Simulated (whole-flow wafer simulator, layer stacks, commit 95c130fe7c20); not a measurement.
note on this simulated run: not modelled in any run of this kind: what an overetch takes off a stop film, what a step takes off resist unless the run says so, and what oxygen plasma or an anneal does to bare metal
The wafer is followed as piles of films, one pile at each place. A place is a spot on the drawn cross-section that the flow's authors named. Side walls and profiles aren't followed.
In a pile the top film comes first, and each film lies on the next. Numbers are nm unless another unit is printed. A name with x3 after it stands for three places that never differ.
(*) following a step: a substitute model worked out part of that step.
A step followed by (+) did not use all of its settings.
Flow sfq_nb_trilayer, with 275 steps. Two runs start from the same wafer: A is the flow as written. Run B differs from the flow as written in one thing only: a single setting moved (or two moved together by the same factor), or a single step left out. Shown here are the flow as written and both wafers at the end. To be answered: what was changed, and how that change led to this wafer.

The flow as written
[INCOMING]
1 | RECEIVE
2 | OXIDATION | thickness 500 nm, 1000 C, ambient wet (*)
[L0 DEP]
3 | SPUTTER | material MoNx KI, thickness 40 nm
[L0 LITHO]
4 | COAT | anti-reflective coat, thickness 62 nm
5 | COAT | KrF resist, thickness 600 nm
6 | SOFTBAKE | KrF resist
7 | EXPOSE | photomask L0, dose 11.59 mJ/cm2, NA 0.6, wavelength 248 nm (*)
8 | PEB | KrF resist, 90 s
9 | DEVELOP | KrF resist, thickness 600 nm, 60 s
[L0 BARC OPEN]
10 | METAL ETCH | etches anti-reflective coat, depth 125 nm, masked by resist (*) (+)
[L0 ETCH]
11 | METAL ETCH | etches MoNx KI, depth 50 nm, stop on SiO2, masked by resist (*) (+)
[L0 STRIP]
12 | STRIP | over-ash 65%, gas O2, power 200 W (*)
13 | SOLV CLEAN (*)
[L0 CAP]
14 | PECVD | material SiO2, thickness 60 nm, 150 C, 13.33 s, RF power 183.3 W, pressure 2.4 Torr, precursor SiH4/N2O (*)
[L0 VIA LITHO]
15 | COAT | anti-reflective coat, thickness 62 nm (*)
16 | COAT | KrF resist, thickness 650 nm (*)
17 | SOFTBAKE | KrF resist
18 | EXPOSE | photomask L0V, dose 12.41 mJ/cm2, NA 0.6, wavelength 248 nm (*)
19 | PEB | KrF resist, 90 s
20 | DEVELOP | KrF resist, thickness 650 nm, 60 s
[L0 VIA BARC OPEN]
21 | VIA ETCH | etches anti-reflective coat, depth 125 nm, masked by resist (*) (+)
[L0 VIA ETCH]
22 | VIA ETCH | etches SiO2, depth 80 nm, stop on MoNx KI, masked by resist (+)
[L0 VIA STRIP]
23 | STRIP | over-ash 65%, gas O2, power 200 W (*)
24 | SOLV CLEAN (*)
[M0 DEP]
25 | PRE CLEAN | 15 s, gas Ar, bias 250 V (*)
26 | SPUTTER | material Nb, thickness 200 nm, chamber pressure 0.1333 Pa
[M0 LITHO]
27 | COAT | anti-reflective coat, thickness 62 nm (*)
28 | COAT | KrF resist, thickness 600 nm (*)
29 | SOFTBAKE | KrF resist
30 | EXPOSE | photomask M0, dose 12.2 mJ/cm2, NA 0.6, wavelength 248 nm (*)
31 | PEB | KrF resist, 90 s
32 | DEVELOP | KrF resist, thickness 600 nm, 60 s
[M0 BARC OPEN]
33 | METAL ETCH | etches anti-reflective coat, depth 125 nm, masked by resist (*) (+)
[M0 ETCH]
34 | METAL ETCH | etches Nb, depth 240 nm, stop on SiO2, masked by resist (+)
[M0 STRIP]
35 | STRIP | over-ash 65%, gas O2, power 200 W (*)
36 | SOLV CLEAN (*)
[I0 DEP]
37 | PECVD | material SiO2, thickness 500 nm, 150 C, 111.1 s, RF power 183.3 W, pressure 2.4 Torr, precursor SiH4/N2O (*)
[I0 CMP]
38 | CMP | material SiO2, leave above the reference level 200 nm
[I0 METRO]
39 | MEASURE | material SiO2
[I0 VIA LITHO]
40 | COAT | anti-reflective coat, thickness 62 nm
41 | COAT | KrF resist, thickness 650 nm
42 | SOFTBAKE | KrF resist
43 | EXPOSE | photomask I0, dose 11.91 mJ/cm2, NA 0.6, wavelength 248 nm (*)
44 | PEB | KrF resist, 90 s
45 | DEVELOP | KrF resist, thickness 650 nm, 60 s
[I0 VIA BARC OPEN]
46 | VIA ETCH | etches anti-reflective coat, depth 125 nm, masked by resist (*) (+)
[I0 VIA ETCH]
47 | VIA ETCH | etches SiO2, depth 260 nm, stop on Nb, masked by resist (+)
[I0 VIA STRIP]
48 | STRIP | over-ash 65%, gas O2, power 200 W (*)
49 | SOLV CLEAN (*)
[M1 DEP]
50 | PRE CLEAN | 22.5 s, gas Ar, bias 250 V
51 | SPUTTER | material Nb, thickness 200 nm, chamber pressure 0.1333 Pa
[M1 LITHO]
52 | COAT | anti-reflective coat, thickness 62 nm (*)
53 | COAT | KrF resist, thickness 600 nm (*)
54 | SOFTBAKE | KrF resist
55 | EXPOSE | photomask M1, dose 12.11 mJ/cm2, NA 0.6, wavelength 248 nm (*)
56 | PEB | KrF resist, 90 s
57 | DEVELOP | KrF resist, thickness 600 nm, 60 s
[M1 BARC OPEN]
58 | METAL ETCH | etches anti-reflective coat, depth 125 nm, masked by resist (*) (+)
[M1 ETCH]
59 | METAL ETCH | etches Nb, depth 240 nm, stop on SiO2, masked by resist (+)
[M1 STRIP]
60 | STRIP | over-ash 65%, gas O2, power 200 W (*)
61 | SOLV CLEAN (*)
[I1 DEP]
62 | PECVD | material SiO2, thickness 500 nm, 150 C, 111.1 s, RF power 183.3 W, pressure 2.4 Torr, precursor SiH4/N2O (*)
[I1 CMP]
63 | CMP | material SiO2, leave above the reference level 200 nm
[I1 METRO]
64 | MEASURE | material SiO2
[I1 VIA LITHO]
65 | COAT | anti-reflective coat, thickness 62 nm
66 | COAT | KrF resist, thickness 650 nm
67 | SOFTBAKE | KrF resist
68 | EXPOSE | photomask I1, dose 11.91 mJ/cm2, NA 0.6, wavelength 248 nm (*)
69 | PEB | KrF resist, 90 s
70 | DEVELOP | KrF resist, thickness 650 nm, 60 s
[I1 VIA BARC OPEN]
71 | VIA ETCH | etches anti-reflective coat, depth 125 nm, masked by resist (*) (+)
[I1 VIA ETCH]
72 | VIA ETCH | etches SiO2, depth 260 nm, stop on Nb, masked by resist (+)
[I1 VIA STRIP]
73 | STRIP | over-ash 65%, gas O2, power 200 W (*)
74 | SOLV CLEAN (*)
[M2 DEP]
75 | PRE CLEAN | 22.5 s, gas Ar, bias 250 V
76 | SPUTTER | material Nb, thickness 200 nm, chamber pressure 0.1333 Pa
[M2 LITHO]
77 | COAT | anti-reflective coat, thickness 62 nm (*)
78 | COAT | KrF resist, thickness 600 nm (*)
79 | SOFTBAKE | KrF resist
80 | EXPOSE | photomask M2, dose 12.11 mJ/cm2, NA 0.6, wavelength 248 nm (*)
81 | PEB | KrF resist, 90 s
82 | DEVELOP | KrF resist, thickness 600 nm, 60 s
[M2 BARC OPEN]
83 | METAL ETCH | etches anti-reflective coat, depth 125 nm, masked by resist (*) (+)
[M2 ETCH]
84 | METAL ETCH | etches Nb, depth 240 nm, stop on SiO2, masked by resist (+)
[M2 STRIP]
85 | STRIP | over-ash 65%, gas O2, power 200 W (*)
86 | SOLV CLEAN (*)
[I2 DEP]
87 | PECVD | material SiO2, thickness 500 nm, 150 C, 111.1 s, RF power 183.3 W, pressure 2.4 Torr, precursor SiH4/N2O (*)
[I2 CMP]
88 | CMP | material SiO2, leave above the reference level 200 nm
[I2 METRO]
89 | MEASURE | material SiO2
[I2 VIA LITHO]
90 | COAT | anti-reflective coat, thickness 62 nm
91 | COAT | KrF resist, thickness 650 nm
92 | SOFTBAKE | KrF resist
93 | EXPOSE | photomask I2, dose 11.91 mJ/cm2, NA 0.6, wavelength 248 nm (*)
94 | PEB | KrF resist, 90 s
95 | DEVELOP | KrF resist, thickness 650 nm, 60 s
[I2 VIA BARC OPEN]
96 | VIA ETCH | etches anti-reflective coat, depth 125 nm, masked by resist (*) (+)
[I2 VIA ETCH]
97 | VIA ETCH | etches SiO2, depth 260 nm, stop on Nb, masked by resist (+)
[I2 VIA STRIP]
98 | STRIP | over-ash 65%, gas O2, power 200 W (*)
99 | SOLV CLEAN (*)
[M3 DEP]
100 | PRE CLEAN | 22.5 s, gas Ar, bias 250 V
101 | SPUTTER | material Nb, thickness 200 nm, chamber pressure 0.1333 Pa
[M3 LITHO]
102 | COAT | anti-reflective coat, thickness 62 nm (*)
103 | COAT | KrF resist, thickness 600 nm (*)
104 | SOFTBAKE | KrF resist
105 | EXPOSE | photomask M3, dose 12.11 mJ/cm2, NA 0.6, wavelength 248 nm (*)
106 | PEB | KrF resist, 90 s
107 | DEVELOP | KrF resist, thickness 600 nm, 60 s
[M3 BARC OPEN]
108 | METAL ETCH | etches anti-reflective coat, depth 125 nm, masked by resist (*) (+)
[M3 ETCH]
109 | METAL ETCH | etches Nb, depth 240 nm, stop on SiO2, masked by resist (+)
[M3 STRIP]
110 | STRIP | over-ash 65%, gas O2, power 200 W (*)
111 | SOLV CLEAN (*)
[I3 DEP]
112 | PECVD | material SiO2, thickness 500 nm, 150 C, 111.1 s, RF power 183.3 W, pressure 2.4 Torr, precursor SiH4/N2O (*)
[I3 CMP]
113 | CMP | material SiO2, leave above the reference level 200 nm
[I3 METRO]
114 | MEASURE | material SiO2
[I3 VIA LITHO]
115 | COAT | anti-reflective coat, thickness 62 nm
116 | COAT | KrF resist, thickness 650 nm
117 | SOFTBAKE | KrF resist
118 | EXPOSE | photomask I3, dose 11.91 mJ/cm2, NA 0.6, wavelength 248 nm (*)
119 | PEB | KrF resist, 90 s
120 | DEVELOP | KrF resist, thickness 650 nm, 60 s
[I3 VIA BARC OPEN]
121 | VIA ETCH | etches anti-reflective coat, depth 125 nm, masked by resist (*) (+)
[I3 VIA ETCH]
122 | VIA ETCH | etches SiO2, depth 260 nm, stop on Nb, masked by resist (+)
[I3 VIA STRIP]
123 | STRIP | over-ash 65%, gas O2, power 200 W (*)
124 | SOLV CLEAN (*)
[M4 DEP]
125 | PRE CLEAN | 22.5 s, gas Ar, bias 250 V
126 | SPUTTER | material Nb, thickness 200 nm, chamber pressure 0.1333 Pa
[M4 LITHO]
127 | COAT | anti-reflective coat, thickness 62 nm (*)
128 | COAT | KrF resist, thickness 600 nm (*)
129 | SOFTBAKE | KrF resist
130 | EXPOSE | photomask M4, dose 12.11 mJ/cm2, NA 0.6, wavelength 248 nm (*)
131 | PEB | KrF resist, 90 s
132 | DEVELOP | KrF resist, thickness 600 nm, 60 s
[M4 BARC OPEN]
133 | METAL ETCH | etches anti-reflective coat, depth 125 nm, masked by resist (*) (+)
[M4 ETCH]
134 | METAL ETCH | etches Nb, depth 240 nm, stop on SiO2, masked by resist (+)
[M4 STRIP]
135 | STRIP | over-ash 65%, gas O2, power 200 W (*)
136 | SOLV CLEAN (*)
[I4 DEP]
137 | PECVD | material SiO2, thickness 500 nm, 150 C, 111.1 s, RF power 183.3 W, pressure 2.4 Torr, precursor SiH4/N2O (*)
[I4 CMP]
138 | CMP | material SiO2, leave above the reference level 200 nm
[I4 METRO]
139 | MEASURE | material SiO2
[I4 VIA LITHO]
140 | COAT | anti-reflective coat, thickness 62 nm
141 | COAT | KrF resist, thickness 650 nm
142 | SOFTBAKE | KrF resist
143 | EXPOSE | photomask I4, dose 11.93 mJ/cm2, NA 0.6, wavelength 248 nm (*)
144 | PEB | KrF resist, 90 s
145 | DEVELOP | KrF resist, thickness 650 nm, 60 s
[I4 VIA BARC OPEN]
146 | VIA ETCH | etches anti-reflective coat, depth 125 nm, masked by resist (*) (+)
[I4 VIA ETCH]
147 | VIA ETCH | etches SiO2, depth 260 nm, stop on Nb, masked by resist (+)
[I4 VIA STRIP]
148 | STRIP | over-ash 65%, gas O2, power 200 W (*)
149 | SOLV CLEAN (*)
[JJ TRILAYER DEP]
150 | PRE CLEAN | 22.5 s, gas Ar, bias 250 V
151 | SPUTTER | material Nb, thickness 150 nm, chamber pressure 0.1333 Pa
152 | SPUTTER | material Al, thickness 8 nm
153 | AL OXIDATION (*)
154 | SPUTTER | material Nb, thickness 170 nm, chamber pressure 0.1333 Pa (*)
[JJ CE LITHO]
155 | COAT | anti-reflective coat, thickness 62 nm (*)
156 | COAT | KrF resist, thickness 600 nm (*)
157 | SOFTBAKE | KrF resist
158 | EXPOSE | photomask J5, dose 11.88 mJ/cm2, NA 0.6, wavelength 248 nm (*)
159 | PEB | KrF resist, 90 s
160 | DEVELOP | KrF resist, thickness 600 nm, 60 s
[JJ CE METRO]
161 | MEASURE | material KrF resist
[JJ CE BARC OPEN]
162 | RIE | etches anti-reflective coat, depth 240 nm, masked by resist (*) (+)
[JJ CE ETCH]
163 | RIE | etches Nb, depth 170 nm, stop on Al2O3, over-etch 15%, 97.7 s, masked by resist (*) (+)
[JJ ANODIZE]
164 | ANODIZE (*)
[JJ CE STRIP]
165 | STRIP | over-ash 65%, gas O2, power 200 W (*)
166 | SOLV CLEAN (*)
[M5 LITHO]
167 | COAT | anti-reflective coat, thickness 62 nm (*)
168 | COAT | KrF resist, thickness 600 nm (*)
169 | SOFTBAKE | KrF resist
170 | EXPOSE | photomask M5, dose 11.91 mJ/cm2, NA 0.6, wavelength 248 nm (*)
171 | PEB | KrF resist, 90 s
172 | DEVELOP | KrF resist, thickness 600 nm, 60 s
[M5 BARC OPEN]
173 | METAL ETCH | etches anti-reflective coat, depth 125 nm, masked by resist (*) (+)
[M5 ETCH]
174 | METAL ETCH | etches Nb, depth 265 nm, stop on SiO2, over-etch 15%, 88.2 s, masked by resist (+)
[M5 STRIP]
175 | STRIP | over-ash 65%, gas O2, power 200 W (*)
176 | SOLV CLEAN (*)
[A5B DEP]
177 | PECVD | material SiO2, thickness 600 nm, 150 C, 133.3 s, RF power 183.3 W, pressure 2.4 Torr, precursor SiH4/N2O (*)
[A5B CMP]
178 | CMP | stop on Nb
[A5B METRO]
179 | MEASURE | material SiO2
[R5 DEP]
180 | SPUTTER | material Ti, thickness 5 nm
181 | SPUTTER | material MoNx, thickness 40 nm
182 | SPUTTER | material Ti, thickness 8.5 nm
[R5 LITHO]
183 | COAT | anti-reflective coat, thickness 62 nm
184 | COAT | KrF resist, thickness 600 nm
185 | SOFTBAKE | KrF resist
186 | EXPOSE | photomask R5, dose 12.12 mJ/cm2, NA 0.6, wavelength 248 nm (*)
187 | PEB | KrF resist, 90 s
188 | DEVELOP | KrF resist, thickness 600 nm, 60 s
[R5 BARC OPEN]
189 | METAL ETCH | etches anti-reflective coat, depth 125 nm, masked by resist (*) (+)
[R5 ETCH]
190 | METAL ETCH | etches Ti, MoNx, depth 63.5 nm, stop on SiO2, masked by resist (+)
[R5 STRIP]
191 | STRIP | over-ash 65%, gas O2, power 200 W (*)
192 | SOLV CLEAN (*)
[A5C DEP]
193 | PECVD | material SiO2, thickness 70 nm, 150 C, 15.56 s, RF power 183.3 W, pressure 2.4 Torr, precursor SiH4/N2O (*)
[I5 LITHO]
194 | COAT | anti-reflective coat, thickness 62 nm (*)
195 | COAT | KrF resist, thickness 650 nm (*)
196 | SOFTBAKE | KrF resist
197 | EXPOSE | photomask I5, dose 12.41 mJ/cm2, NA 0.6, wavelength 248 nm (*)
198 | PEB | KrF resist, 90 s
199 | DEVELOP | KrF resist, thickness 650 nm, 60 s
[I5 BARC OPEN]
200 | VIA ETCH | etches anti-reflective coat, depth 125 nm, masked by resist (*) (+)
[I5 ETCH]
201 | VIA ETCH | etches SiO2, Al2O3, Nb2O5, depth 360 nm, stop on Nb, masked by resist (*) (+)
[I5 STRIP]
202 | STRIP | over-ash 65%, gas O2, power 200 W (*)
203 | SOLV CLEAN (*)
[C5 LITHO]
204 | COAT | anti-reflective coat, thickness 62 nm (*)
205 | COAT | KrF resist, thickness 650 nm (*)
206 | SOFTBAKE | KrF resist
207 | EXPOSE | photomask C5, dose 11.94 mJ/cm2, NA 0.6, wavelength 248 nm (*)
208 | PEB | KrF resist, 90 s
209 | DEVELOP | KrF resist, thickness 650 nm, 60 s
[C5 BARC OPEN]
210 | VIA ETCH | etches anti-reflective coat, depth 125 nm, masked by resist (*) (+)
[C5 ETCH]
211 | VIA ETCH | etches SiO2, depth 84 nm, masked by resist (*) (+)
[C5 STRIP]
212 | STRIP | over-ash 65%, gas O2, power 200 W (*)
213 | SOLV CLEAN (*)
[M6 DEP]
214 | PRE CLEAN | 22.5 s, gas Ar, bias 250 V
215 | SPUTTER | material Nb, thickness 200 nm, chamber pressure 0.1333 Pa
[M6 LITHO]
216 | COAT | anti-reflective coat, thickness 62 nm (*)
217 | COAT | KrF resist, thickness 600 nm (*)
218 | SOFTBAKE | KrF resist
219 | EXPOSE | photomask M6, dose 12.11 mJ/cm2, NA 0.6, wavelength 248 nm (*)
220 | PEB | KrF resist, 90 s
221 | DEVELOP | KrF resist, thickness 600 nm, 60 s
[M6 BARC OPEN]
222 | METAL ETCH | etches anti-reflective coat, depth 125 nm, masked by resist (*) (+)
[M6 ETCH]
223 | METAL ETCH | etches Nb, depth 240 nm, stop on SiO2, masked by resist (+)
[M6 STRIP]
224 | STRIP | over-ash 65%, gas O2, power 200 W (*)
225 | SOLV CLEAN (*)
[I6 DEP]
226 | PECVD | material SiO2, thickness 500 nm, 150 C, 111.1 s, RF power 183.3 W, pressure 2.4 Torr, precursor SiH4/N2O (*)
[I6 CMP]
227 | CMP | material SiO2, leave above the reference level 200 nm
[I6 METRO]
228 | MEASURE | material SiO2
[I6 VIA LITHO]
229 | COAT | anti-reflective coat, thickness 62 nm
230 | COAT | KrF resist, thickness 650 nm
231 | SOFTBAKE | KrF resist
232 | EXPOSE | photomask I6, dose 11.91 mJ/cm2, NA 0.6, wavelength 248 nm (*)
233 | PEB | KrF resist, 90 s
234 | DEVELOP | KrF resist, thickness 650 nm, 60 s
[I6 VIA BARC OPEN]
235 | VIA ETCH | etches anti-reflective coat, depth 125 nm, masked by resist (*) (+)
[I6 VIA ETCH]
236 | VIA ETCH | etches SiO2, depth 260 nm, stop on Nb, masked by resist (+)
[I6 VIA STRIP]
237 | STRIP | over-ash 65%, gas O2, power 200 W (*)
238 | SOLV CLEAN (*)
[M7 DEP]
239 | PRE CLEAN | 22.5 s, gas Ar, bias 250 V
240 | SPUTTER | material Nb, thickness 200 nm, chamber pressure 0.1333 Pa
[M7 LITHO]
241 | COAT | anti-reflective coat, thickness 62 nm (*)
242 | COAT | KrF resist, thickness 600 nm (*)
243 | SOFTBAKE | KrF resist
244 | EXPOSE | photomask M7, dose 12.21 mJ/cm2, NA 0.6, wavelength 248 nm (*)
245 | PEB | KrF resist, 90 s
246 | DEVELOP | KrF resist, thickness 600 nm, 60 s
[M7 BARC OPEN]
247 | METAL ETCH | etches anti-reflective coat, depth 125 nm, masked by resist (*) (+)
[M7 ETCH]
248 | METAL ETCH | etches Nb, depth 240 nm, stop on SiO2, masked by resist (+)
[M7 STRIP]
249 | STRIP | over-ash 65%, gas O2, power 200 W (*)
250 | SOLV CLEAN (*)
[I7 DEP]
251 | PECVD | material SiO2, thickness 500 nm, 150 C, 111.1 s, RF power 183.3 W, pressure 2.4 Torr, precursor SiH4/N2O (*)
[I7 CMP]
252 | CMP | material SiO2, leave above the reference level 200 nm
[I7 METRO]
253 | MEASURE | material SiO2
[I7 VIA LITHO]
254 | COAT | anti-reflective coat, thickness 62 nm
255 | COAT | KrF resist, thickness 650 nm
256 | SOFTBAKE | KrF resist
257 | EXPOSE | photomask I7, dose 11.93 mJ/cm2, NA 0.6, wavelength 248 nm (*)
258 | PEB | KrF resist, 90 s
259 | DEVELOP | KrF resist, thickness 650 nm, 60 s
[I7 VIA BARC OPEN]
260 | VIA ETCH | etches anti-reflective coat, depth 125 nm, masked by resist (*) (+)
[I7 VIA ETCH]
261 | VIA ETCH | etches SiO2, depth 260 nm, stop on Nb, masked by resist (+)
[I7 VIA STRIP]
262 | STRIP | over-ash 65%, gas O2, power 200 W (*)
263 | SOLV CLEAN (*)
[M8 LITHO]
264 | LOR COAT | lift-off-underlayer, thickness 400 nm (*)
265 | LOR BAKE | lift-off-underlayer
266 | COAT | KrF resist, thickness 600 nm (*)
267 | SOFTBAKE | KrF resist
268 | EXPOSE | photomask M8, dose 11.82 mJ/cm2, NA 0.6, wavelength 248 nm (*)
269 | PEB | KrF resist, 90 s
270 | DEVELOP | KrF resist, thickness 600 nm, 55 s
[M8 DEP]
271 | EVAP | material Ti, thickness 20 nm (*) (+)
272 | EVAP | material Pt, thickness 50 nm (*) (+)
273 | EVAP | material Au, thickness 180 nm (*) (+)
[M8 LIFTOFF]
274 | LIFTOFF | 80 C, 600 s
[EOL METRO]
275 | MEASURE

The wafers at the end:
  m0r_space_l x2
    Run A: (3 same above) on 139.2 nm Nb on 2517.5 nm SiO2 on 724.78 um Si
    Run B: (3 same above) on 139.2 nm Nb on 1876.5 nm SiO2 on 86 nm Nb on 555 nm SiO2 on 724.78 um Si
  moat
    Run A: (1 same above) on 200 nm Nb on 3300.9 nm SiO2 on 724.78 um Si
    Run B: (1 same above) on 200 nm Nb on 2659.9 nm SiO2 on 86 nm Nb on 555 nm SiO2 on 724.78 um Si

The reason: step 34, METAL ETCH: depth 114 nm was run, though the flow has depth 240 nm.

The path from the change to this, step by step:
  34 | METAL ETCH | etches Nb, depth 240 nm, stop on SiO2, masked by resist (+)
      moat, m0r_space_l x2: A Nb loses 200 (all of it) | B Nb loses 114
      field_l, v_sur, via_wl and 100 more: A KrF resist loses 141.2 | B KrF resist loses 67.1
  35 | STRIP | over-ash 65%, gas O2, power 200 W (*)
      p4_fl, p4_fm, p4_w1 and 68 more: A KrF resist loses 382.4 (all of it), anti-reflective coat loses 62 (all of it) | B KrF resist loses 456.5 (all of it), anti-reflective coat loses 62 (all of it)
      ce_r, sp_r, be_r, r_sur: A KrF resist loses 389 (all of it), anti-reflective coat loses 63.6 (all of it) | B KrF resist loses 463.1 (all of it), anti-reflective coat loses 63.6 (all of it)
      (also at 28 further places)
  37 | PECVD | material SiO2, thickness 500 nm, 150 C, 111.1 s, RF power 183.3 W, pressure 2.4 Torr, precursor SiH4/N2O (*)
      moat, m0r_space_l x2: A SiO2 gains 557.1 | B SiO2 gains 500 (new film)
  38 | CMP | material SiO2, leave above the reference level 200 nm
      moat, m0r_space_l x2: A SiO2 loses 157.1 | B SiO2 loses 186
Taking metal films that touch as one body, m0r_space_l x2 has 2 bodies (between them, from the top down: SiO2 1876.5); the flow as written gives 1 body.
Taking metal films that touch as one body, moat has 2 bodies (between them, from the top down: SiO2 2659.9); the flow as written gives 1 body.
